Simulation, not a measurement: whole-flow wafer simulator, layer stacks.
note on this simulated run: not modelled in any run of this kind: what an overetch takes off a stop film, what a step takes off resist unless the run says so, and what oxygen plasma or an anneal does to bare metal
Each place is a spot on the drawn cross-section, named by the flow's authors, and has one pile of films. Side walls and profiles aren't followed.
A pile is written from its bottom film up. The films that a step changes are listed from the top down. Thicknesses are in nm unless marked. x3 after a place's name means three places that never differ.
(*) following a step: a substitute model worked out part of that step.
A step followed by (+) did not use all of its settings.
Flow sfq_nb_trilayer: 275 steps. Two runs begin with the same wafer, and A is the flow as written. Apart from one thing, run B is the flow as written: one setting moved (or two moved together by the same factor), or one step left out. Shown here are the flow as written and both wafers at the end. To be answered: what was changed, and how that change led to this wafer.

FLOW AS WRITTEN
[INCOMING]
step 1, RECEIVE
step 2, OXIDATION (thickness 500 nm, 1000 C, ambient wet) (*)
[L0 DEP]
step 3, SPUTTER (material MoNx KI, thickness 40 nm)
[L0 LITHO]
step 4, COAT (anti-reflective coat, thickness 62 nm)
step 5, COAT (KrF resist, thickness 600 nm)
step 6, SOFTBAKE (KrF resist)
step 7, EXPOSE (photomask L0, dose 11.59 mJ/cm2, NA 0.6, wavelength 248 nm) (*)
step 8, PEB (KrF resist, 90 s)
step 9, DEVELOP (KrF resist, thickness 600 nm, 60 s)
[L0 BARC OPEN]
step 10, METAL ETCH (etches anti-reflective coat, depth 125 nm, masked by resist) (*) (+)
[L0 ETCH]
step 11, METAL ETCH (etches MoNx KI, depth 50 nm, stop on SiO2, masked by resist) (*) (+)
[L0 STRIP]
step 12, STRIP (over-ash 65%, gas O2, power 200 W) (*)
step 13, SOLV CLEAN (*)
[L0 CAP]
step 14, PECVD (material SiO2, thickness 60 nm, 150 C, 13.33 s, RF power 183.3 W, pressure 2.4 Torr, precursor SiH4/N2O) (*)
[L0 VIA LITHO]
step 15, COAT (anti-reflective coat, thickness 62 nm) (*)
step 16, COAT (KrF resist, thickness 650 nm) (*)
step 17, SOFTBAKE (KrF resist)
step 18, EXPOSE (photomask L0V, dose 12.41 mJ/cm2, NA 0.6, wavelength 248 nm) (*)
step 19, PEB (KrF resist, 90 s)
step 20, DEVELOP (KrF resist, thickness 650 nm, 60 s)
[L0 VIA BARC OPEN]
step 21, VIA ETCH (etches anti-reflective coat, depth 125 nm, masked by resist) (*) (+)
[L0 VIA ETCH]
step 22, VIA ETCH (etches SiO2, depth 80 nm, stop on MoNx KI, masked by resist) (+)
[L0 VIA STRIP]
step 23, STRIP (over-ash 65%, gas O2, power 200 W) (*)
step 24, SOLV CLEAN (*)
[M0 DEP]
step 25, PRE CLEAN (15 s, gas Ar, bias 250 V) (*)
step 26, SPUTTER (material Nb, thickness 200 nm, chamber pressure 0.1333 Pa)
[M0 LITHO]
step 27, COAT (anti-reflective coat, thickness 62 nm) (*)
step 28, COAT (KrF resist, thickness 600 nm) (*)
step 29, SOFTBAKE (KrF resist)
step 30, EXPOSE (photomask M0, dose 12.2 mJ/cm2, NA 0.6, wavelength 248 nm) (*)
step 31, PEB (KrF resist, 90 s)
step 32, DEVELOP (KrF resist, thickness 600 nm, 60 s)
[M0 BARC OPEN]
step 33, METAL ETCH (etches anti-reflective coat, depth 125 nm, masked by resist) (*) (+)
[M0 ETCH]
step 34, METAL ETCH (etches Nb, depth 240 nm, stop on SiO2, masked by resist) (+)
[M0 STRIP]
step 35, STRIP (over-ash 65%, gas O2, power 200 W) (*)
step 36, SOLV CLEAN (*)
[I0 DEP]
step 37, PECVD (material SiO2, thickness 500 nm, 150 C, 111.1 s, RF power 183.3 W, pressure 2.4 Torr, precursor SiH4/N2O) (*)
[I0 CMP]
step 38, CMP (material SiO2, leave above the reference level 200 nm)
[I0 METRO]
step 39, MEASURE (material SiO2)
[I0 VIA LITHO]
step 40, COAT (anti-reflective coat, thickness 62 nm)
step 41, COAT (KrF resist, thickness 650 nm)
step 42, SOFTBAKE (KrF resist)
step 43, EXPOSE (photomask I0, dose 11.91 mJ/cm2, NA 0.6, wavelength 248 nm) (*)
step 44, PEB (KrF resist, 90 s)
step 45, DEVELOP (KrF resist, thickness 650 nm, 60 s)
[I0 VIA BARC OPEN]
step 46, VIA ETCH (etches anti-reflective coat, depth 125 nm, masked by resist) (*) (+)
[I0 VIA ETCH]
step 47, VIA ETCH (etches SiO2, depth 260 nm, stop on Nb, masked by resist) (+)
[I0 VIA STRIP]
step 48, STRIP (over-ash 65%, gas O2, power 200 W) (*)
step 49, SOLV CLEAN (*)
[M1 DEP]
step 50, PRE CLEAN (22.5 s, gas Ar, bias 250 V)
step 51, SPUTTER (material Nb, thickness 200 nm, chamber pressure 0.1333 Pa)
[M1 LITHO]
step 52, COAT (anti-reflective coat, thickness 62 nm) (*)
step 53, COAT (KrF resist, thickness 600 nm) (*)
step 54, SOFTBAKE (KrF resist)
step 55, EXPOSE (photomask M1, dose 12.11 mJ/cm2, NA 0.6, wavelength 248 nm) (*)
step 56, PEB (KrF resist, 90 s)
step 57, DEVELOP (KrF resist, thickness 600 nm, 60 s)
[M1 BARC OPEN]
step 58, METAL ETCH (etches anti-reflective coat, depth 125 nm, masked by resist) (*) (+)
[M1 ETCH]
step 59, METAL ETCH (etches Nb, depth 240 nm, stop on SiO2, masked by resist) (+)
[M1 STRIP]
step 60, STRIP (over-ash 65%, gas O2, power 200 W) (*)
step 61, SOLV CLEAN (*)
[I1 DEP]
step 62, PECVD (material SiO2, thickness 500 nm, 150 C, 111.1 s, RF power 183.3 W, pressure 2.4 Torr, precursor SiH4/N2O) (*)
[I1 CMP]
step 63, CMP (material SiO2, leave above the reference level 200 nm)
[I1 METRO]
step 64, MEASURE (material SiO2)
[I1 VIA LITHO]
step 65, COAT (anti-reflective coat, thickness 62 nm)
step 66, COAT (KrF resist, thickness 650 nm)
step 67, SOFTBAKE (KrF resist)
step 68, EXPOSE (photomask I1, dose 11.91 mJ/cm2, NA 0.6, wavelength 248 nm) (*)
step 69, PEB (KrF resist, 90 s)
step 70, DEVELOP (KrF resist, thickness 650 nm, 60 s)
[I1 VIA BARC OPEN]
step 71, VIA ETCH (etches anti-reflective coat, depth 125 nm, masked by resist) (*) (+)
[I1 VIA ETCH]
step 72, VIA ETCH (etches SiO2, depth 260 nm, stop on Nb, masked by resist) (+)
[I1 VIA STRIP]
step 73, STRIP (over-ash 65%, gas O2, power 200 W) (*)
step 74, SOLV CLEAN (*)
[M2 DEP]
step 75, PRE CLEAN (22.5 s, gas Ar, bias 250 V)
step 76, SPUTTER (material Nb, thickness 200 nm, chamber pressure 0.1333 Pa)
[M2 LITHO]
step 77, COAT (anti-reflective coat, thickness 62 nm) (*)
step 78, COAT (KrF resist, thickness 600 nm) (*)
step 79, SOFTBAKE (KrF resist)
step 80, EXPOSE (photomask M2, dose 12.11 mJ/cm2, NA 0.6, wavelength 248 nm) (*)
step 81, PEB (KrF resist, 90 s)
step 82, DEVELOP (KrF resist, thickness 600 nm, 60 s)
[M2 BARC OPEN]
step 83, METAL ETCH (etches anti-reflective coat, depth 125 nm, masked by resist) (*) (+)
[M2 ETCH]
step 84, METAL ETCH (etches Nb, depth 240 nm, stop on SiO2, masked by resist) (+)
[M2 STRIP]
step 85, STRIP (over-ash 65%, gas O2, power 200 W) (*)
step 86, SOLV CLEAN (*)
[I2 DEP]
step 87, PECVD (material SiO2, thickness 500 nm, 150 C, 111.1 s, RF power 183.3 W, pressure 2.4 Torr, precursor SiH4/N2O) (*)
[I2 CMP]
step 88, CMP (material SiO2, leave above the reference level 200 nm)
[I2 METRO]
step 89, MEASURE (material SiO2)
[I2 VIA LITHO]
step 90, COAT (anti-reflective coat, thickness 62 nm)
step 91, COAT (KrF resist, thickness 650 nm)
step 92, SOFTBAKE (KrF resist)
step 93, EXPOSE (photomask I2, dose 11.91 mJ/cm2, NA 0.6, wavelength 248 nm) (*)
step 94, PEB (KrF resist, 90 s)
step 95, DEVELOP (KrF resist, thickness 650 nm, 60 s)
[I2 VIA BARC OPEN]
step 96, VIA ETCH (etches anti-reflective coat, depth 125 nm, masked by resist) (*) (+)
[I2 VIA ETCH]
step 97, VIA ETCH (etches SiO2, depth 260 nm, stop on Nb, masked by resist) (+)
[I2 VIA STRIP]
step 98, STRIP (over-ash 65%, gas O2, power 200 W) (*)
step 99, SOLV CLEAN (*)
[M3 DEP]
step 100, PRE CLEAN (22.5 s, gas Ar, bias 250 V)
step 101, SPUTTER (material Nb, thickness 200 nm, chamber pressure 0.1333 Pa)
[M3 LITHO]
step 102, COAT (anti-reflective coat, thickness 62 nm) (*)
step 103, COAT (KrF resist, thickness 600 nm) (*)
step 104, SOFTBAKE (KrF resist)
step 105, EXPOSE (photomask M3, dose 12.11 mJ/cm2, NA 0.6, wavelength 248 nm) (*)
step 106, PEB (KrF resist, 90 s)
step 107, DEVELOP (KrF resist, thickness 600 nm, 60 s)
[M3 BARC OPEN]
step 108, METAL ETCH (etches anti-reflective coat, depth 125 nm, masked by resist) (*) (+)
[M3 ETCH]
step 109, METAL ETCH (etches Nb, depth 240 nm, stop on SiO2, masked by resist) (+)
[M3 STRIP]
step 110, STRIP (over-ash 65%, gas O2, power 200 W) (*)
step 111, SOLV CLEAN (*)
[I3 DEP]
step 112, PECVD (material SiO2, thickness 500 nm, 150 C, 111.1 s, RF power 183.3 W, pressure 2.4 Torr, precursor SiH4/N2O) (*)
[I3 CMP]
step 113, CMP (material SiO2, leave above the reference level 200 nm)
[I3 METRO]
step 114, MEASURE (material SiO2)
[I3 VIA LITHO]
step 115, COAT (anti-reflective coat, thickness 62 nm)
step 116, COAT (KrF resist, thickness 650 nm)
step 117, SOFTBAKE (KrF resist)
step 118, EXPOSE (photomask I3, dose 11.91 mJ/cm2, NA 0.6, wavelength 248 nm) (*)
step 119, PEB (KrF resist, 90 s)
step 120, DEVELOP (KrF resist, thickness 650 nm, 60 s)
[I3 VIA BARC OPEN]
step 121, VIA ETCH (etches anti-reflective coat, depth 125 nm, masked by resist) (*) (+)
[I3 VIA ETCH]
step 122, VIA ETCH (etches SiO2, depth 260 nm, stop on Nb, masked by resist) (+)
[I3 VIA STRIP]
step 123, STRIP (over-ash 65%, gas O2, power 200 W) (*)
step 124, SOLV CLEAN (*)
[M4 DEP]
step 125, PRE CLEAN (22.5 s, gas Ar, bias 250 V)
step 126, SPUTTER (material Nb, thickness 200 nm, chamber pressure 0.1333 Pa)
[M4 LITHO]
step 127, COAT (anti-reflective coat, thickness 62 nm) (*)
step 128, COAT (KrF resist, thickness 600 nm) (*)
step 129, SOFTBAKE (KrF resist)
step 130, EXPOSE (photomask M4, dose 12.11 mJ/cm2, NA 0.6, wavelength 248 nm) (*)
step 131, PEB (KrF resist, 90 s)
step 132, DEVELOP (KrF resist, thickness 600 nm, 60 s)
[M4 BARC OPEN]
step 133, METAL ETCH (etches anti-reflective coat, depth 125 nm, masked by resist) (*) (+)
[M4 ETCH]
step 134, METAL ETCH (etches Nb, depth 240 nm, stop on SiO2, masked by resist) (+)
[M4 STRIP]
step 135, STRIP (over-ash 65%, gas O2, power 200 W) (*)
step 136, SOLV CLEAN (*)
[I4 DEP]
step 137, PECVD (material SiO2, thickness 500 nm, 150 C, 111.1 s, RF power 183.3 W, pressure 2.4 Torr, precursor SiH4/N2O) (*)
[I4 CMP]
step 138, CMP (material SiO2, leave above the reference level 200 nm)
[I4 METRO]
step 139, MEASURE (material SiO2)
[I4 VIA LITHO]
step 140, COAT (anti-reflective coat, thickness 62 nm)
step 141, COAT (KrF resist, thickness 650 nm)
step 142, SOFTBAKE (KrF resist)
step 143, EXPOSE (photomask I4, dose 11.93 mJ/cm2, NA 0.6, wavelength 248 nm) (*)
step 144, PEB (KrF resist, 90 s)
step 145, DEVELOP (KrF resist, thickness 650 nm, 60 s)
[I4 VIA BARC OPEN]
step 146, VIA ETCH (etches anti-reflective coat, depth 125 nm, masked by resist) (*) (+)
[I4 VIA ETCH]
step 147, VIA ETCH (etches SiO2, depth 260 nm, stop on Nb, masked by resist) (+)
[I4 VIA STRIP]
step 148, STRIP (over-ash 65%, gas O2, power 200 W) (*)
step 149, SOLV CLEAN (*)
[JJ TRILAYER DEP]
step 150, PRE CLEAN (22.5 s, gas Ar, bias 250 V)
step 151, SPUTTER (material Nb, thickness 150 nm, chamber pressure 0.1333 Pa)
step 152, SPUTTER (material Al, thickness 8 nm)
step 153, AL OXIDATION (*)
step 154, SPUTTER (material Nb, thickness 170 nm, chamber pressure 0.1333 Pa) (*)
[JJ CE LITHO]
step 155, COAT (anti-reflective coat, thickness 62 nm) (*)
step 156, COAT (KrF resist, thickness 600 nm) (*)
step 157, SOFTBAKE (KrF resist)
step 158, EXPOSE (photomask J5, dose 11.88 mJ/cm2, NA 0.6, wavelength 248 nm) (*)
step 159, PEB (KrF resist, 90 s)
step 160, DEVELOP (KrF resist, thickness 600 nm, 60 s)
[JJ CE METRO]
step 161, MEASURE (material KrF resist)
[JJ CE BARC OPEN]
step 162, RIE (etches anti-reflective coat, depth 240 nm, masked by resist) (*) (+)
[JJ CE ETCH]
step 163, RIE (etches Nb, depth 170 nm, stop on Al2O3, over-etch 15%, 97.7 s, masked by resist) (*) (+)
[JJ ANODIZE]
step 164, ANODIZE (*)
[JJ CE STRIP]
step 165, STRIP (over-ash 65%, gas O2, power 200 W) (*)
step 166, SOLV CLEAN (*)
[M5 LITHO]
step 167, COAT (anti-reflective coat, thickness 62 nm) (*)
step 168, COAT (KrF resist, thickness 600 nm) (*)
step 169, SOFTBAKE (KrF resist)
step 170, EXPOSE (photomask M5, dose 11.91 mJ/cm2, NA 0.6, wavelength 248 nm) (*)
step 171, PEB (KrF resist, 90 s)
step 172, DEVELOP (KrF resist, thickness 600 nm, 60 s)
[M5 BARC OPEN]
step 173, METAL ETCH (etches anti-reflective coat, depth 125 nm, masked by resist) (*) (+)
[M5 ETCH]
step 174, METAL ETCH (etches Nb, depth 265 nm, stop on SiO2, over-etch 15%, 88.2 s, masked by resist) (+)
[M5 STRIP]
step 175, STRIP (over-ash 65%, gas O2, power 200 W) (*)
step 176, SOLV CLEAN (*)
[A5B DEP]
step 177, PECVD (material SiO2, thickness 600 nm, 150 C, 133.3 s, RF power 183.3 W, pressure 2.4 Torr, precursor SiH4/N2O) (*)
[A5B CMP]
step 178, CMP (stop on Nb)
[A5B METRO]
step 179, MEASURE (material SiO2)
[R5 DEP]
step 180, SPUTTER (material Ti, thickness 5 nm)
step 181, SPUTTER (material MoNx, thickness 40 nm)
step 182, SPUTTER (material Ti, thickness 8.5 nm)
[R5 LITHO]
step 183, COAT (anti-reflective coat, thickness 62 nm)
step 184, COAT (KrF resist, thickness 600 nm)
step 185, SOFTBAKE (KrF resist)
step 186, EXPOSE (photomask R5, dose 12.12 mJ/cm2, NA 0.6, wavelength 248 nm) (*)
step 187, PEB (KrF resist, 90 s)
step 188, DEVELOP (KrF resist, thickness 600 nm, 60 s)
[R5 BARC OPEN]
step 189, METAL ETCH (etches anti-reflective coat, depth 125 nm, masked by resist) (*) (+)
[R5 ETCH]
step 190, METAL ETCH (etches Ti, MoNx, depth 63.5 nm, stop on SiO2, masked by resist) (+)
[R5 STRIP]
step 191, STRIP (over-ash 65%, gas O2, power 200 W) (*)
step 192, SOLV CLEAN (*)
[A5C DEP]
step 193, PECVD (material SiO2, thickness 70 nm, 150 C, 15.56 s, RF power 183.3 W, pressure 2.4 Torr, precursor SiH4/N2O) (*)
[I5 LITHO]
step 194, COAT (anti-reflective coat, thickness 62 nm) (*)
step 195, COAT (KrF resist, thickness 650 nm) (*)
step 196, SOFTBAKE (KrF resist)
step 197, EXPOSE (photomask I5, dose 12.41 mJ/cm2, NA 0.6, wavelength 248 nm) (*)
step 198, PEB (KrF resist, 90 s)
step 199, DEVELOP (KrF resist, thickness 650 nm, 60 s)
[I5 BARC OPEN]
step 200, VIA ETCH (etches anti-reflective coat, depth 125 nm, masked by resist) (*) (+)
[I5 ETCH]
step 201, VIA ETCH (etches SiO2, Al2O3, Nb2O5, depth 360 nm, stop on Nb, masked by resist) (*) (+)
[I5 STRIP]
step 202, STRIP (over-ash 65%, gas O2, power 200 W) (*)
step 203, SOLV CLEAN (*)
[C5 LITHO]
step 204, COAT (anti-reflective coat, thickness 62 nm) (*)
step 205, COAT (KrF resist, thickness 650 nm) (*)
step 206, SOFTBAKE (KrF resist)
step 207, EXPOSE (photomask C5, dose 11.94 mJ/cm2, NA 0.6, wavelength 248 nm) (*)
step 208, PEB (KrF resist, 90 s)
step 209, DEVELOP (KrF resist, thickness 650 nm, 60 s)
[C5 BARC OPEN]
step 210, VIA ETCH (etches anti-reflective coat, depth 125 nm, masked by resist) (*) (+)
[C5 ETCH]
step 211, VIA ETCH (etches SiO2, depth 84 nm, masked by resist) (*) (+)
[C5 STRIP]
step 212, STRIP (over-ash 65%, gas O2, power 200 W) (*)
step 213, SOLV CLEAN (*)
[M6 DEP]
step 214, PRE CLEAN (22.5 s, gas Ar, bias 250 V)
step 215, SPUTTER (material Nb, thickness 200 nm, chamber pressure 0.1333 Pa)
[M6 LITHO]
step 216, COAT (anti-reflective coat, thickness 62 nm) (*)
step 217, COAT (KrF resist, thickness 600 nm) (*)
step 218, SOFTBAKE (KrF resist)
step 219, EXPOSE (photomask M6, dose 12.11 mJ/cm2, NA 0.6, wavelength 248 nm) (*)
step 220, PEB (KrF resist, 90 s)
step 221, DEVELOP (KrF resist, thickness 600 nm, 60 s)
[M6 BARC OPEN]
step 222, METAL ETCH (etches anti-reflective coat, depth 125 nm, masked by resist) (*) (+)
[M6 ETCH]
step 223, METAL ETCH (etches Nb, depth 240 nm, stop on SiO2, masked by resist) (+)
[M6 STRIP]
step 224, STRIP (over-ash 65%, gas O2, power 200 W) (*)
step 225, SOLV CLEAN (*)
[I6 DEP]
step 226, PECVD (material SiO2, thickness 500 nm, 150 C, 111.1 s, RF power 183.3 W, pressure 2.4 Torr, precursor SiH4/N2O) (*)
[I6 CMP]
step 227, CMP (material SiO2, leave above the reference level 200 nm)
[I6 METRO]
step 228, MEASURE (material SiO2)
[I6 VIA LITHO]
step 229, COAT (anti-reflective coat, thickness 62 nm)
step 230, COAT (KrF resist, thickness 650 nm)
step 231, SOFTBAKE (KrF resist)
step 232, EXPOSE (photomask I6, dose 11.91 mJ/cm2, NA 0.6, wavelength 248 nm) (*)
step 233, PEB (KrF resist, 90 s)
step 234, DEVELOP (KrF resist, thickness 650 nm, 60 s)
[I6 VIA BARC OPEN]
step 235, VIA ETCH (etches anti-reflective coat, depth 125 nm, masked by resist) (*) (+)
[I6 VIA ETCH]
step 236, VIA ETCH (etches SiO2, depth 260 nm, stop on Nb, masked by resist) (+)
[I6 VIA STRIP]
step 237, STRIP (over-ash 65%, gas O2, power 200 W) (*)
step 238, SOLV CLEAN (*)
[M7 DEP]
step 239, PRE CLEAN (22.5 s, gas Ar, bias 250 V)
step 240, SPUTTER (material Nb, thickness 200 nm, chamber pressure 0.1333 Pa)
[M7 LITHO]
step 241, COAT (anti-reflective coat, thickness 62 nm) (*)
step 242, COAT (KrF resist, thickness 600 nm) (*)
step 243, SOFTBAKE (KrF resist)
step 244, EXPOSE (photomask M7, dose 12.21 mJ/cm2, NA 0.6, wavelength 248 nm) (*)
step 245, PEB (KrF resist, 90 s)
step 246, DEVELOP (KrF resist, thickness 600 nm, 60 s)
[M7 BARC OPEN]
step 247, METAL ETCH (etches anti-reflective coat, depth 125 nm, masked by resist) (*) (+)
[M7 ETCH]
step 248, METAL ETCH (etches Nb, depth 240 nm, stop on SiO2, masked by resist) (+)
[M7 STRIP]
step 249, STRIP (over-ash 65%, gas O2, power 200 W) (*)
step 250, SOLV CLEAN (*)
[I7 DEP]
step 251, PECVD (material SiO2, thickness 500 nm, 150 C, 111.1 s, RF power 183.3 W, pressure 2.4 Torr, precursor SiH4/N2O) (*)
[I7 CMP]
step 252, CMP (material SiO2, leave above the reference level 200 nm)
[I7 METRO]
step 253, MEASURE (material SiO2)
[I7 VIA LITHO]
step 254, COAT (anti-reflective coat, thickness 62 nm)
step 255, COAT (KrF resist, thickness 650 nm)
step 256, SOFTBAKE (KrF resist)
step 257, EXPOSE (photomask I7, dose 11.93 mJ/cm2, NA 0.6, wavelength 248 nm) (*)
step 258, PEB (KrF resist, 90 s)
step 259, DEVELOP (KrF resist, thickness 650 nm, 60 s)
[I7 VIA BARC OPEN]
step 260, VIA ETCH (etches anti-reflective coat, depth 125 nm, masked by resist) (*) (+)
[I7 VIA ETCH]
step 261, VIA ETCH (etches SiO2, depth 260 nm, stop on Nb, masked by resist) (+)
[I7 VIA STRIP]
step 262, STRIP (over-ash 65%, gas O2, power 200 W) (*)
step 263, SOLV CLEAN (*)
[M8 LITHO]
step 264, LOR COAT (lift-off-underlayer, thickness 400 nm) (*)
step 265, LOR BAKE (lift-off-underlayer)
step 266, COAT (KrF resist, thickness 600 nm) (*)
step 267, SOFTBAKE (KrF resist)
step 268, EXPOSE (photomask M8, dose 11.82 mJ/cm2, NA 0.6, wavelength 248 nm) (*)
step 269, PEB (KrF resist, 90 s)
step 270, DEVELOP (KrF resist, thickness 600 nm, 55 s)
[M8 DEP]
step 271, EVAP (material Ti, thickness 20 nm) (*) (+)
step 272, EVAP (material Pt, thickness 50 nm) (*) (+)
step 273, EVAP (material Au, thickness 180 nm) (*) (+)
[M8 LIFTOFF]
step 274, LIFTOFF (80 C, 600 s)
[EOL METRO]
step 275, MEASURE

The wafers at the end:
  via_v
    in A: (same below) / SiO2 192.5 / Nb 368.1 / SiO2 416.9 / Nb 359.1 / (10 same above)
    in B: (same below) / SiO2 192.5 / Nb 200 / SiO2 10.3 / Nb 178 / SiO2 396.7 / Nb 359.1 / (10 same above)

What caused this: step 72, VIA ETCH: depth 182 nm was run, whereas the flow has depth 260 nm.

How this came from the change, step by step:
  step 72, VIA ETCH (etches SiO2, depth 260 nm, stop on Nb, masked by resist) (+)
      via_v: A -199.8 SiO2 (all of it) | B -182 SiO2
      field_l, v_sur, via_wl and 102 more: A -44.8 KrF resist | B -31.4 KrF resist
  step 73, STRIP (over-ash 65%, gas O2, power 200 W) (*)
      field_l, v_sur, via_wl and 102 more: A -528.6 KrF resist (all of it), -62 anti-reflective coat (all of it) | B -542.1 KrF resist (all of it), -62 anti-reflective coat (all of it)
  step 75, PRE CLEAN (22.5 s, gas Ar, bias 250 V)
      via_v: A -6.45 Nb | B -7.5 SiO2
  step 76, SPUTTER (material Nb, thickness 200 nm, chamber pressure 0.1333 Pa)
      via_v: A +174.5 Nb | B +178 Nb (new film)
  step 77, COAT (anti-reflective coat, thickness 62 nm) (*)
      via_v: A +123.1 anti-reflective coat (new film) | B +119.4 anti-reflective coat (new film)
  step 85, STRIP (over-ash 65%, gas O2, power 200 W) (*)
      via_v: A -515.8 KrF resist (all of it), -123.1 anti-reflective coat (all of it) | B -502 KrF resist (all of it), -119.4 anti-reflective coat (all of it)
  step 87, PECVD (material SiO2, thickness 500 nm, 150 C, 111.1 s, RF power 183.3 W, pressure 2.4 Torr, precursor SiH4/N2O) (*)
      via_v: A +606 SiO2 (new film) | B +585.8 SiO2 (new film)
Taking metal films that touch as one body, via_v has 7 bodies (between them, from the top down: SiO2 437.8; SiO2 209 / Al2O3 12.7 / Nb2O5 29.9; SiO2 425.9; SiO2 396.7; SiO2 10.3; SiO2 192.5); the flow as written gives 6 bodies (between them, from the top down: SiO2 437.8; SiO2 209 / Al2O3 12.7 / Nb2O5 29.9; SiO2 425.9; SiO2 416.9; SiO2 192.5).
